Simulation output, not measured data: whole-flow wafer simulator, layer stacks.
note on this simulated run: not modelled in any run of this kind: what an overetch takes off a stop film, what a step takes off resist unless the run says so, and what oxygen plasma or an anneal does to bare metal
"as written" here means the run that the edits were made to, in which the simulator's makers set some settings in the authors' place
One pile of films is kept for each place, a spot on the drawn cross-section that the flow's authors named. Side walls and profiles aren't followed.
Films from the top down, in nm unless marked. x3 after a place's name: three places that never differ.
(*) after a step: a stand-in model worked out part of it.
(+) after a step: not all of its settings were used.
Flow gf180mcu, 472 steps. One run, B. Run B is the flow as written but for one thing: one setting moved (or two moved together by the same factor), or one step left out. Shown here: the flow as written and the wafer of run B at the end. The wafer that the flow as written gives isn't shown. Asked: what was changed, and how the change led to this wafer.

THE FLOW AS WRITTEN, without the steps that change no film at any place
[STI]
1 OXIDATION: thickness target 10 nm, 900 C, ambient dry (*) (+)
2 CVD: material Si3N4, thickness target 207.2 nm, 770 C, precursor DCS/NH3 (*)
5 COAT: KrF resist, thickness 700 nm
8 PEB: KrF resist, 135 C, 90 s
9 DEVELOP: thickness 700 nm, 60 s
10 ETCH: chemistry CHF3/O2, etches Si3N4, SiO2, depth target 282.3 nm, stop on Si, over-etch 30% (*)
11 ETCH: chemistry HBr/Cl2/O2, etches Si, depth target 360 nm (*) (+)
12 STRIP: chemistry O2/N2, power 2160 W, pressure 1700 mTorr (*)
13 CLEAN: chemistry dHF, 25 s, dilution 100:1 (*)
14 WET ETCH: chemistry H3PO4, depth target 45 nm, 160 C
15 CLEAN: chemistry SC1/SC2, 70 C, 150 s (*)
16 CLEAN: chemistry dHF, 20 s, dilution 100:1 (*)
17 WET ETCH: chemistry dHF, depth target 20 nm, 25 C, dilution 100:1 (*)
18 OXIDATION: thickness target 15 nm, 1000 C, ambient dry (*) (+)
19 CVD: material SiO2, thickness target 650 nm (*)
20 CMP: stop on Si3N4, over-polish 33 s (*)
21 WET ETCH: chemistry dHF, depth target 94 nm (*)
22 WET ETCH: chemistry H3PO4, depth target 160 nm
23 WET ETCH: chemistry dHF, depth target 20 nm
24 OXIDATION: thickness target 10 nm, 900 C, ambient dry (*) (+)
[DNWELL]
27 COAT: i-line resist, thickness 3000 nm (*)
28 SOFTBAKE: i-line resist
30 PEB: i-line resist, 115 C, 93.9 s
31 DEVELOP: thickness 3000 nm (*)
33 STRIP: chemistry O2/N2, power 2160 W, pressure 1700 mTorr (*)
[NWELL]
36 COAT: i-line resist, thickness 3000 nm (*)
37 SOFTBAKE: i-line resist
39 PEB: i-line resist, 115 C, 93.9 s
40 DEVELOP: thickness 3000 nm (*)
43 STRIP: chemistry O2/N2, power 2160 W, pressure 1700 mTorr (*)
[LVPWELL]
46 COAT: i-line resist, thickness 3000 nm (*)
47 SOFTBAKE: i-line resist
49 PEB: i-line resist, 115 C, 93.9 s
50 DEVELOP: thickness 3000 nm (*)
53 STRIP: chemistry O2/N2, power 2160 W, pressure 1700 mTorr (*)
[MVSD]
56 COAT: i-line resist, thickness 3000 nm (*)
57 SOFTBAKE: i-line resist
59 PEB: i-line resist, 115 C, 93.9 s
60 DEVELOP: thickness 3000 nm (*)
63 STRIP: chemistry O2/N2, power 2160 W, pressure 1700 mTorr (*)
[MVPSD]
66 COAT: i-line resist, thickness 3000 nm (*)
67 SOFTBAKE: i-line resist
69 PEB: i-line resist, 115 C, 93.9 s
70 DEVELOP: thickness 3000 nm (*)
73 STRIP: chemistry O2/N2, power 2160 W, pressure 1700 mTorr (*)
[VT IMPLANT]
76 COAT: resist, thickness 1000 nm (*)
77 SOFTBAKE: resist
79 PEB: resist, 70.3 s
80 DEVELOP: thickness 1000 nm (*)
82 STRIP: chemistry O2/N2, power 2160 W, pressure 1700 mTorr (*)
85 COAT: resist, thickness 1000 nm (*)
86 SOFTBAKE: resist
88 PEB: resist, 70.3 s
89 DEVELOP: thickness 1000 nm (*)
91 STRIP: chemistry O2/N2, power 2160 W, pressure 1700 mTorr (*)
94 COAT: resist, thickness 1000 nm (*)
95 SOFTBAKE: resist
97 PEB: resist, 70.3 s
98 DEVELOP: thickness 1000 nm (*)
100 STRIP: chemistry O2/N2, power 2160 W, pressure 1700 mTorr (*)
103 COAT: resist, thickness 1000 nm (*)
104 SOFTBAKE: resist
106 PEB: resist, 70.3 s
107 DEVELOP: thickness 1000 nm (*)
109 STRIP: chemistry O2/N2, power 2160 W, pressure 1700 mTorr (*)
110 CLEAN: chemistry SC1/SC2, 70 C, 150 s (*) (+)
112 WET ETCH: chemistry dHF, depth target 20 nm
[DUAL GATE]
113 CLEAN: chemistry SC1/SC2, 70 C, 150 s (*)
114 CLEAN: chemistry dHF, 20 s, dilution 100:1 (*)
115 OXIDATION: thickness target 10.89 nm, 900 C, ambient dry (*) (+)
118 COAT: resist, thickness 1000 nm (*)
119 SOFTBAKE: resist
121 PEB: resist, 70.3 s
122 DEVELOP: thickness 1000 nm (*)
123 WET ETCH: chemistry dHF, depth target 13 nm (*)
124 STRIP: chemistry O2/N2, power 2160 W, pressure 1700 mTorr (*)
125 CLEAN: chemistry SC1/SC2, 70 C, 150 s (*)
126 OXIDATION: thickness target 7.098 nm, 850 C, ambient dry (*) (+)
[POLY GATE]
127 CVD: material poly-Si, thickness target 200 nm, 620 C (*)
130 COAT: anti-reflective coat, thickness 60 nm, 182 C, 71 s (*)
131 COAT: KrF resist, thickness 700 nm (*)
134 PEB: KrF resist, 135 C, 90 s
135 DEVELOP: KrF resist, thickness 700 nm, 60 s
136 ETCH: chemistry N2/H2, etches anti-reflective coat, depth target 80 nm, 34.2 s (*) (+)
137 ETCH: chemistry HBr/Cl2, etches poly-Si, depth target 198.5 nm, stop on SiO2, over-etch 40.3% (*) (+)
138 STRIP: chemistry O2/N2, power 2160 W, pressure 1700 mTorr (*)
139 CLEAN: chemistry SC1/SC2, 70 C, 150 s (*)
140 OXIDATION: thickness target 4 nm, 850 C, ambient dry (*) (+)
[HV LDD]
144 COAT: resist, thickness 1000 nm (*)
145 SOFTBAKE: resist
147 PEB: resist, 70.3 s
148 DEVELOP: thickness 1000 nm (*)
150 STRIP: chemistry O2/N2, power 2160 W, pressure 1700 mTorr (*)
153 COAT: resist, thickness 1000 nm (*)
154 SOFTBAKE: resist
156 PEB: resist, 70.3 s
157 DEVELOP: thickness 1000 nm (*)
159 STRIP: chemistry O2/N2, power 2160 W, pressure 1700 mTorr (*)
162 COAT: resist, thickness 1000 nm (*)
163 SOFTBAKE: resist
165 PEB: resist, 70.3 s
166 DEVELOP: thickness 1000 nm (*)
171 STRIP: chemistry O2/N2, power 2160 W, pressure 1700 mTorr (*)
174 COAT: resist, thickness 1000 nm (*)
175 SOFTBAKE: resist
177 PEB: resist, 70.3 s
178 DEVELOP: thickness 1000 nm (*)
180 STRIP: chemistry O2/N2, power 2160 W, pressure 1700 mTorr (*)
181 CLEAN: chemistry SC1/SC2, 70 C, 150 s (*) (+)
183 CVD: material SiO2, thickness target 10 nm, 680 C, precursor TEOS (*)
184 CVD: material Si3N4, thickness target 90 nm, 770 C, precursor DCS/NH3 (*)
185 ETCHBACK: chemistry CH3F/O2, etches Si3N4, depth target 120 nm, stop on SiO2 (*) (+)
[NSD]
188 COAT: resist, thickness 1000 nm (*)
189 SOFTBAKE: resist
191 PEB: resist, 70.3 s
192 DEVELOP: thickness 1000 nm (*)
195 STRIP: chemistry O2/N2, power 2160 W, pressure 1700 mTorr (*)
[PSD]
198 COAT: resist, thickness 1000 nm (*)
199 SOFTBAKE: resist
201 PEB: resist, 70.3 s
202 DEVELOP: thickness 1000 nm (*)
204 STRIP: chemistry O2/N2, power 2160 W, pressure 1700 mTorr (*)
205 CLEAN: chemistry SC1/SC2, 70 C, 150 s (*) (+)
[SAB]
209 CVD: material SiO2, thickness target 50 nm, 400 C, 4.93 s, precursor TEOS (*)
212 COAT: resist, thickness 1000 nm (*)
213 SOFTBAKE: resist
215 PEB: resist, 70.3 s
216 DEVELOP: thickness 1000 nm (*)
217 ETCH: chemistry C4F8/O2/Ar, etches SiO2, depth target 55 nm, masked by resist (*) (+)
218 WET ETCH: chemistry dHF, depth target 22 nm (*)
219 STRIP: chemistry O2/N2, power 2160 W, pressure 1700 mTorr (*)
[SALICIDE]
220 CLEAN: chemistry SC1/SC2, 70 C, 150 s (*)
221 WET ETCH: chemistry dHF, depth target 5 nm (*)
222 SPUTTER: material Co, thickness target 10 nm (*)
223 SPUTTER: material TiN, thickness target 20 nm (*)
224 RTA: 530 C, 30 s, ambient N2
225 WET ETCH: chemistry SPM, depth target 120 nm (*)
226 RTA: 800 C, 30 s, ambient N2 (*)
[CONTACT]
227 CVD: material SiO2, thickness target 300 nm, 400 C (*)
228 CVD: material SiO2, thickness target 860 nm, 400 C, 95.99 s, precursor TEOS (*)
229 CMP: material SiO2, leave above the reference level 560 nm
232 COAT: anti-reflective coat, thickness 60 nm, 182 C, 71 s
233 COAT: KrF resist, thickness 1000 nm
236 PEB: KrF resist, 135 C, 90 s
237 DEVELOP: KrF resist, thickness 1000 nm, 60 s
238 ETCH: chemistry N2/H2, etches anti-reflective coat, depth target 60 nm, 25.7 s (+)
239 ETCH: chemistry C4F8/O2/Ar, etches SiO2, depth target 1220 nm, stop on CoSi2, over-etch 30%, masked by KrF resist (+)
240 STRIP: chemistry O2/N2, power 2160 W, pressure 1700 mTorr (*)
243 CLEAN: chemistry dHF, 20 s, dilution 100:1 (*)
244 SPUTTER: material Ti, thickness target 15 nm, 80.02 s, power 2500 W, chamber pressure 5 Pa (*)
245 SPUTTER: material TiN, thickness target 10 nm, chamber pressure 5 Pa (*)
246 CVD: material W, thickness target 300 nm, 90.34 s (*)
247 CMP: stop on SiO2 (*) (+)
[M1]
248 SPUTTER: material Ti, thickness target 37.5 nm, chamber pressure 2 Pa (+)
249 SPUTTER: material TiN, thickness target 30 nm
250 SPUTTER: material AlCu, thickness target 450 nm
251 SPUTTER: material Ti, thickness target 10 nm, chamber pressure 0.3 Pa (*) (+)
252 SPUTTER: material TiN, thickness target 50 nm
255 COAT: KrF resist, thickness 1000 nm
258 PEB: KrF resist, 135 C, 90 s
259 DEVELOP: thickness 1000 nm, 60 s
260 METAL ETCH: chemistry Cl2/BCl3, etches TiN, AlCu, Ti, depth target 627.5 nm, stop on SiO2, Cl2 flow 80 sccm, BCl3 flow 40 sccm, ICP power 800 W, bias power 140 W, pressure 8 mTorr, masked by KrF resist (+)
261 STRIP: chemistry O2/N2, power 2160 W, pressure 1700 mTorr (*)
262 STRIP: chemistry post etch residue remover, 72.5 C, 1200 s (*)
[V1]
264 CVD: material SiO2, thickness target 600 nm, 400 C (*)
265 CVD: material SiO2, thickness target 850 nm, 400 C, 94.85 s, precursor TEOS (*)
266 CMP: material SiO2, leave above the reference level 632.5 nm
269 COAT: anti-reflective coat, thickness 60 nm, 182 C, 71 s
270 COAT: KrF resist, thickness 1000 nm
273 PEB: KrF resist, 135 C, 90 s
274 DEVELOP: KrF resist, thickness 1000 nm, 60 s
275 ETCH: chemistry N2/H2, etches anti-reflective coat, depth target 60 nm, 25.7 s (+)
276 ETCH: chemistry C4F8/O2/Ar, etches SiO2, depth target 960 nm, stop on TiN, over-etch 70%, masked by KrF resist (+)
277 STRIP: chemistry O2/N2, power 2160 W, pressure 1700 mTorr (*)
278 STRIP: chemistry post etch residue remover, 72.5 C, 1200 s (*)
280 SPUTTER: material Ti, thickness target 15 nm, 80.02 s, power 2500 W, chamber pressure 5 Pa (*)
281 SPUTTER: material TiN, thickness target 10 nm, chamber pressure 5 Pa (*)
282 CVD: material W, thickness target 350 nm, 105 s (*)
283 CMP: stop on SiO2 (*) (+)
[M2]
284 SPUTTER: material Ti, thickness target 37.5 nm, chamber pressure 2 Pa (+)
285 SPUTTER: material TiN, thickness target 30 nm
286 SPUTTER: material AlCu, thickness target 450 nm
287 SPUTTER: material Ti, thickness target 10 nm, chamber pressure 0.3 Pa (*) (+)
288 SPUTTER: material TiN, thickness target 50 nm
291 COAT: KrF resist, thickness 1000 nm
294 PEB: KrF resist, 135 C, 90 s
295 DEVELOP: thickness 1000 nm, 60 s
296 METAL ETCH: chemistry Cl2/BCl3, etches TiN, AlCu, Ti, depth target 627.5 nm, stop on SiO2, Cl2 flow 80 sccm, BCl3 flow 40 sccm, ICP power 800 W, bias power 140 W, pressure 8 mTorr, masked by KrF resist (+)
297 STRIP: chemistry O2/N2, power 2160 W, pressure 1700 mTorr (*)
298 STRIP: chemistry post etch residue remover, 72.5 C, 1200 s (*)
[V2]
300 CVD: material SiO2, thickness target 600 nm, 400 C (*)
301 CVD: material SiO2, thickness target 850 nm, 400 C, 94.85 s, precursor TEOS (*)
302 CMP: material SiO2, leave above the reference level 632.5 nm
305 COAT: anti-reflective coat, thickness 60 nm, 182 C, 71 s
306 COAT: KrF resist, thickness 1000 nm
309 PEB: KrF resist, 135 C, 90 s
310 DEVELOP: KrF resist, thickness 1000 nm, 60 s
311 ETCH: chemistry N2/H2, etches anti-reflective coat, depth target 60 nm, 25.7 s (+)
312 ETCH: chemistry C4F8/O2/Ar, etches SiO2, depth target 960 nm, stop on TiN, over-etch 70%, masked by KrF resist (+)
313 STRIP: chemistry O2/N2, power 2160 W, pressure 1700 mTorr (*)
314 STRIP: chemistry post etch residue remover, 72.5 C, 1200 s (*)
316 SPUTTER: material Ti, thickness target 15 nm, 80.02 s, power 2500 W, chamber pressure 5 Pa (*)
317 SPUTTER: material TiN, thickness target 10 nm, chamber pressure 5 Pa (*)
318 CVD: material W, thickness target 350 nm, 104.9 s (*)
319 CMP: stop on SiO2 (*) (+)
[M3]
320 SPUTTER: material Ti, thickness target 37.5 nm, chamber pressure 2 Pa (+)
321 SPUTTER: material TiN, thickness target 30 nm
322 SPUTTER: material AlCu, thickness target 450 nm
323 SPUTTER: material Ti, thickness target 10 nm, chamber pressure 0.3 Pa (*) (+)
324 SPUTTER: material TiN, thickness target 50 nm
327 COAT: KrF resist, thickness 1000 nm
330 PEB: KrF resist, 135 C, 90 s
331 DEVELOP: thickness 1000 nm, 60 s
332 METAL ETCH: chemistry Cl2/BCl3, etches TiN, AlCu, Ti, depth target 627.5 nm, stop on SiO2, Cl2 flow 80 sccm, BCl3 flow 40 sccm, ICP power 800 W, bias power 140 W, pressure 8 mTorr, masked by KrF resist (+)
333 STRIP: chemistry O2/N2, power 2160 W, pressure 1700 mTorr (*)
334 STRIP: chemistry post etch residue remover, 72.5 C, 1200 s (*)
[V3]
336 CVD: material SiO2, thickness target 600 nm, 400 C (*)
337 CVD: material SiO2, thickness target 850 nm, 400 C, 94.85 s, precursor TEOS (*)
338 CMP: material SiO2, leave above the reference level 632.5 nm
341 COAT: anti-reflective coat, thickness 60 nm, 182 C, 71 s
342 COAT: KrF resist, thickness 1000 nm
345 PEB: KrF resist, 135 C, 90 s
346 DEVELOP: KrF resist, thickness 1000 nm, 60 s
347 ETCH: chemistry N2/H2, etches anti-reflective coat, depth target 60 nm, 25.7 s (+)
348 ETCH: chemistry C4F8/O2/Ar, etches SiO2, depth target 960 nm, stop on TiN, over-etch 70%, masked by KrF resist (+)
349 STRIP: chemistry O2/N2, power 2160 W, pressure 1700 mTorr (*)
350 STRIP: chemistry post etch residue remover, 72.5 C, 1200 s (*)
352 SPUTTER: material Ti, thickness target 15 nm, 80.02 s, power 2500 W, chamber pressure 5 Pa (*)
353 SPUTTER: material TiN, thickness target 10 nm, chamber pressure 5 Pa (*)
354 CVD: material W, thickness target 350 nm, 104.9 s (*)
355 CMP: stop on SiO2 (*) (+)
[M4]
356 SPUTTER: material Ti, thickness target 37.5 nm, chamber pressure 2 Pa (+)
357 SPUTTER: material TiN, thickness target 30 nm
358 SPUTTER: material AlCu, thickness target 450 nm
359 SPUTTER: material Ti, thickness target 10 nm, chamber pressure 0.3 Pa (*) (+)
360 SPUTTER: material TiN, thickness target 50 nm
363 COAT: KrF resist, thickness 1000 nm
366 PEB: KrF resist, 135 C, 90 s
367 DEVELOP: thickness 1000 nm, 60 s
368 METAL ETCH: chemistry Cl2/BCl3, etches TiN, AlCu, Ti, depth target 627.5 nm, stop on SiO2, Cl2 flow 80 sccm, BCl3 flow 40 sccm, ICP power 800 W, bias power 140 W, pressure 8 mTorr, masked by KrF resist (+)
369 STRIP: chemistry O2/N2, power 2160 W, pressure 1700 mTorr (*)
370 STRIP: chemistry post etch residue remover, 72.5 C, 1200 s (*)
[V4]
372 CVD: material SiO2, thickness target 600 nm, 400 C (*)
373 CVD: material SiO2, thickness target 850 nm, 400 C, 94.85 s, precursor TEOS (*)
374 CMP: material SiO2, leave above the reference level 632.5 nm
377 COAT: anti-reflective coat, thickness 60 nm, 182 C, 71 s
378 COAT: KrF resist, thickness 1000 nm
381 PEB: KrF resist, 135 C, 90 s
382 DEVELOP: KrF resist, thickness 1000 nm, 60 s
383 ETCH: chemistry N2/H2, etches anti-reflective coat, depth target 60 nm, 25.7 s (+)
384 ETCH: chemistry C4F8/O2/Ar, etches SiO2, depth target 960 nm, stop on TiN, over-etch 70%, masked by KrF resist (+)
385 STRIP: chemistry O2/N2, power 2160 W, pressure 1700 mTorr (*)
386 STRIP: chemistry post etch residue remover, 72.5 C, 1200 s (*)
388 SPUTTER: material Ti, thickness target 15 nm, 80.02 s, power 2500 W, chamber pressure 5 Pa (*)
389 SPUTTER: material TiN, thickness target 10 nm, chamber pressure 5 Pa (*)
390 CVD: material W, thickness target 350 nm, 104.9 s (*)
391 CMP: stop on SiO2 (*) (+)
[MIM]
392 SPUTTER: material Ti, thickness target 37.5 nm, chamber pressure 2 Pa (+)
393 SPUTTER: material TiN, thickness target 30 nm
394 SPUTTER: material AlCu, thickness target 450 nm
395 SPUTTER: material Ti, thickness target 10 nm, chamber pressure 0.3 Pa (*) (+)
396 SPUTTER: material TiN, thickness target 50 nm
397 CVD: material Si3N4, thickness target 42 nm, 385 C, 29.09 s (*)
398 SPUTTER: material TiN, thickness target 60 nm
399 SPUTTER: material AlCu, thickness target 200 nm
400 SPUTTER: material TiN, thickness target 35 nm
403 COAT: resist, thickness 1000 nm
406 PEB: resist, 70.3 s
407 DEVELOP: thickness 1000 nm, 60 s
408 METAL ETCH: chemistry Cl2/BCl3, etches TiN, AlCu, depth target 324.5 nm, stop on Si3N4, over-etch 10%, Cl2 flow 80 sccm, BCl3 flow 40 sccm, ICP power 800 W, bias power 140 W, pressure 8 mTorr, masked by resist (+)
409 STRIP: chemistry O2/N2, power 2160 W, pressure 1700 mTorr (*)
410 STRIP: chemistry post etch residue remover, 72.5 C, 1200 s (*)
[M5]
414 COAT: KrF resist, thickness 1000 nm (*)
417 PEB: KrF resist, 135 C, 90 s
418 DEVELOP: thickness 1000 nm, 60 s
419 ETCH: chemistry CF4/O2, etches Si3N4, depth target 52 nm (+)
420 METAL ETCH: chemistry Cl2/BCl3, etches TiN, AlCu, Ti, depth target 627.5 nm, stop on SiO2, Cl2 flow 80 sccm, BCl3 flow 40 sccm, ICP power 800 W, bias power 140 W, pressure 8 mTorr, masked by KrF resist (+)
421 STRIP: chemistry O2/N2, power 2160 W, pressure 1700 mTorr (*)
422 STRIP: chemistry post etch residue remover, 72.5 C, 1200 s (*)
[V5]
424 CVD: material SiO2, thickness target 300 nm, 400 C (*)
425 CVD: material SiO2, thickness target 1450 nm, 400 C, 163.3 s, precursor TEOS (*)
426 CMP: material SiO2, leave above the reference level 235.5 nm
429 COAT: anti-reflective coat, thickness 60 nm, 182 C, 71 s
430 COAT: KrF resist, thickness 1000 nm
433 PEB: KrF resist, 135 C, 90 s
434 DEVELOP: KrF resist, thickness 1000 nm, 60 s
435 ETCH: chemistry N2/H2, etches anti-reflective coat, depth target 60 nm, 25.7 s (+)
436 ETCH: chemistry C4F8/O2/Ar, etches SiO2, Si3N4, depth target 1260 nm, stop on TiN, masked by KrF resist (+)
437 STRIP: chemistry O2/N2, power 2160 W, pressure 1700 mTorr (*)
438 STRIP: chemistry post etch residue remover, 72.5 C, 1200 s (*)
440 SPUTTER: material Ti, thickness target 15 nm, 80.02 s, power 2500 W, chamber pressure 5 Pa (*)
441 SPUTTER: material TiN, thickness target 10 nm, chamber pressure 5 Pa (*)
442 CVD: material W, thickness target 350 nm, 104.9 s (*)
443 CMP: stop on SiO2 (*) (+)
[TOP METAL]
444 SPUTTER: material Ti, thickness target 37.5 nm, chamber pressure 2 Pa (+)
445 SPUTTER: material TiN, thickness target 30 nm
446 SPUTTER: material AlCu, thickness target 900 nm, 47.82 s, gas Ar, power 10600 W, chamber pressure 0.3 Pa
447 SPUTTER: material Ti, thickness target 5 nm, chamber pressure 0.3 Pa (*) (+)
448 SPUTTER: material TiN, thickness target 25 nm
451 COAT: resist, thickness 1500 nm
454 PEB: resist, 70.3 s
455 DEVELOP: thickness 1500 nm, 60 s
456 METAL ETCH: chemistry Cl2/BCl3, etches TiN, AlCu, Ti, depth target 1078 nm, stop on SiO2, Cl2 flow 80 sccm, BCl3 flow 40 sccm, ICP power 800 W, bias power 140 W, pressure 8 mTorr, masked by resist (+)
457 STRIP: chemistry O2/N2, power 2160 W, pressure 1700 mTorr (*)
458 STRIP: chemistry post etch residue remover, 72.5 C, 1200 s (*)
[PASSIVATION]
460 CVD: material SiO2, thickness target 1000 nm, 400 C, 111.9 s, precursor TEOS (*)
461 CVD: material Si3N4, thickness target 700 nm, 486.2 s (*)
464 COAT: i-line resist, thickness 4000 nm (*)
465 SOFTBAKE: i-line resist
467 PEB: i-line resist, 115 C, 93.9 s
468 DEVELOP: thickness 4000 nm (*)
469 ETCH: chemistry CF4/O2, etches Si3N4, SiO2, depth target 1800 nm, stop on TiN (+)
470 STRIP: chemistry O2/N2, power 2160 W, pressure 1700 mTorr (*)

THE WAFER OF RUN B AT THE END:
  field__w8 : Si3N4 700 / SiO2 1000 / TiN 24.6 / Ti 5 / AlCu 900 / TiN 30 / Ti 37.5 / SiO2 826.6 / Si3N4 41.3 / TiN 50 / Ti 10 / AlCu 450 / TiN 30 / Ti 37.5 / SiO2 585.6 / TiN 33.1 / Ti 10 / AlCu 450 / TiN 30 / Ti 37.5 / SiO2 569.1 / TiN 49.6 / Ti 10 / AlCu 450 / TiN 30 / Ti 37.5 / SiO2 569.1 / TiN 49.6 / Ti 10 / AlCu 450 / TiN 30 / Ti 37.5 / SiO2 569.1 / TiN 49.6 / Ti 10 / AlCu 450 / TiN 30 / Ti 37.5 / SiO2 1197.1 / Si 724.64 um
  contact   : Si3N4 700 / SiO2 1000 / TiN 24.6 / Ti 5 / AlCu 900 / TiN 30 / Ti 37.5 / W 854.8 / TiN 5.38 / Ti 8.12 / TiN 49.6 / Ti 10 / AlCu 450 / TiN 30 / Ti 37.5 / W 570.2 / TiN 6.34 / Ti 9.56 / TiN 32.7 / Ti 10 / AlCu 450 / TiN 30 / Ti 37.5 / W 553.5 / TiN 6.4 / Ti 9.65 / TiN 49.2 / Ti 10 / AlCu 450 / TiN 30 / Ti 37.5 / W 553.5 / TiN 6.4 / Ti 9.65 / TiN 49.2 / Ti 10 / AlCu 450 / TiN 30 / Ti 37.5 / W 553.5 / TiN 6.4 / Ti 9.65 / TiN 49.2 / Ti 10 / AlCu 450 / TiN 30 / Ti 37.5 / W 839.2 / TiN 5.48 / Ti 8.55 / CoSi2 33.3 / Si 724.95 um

The cause: step 360, SPUTTER: thickness target 33.5 nm was run, where the flow has thickness target 50 nm.

How the change led to this, step by step:
  360 SPUTTER: material TiN, thickness target 50 nm
      field, field__w1, field__w2 and 108 more: TiN +33.5 (new film) (as written it would be: TiN +50 (new film))
  368 METAL ETCH: chemistry Cl2/BCl3, etches TiN, AlCu, Ti, depth target 627.5 nm, stop on SiO2, Cl2 flow 80 sccm, BCl3 flow 40 sccm, ICP power 800 W, bias power 140 W, pressure 8 mTorr, masked by KrF resist (+)
      field, field__w1, field__w2 and 103 more: TiN -33.5 (all of it), Ti -10 (all of it), AlCu -450 (all of it), TiN -30 (all of it), Ti -37.5 (all of it) (as written it would be: TiN -50 (all of it), Ti -10 (all of it), AlCu -450 (all of it), TiN -30 (all of it), Ti -37.5 (all of it))
  384 ETCH: chemistry C4F8/O2/Ar, etches SiO2, depth target 960 nm, stop on TiN, over-etch 70%, masked by KrF resist (+)
      contact: SiO2 -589 (all of it) (as written it would be: SiO2 -572.5 (all of it))
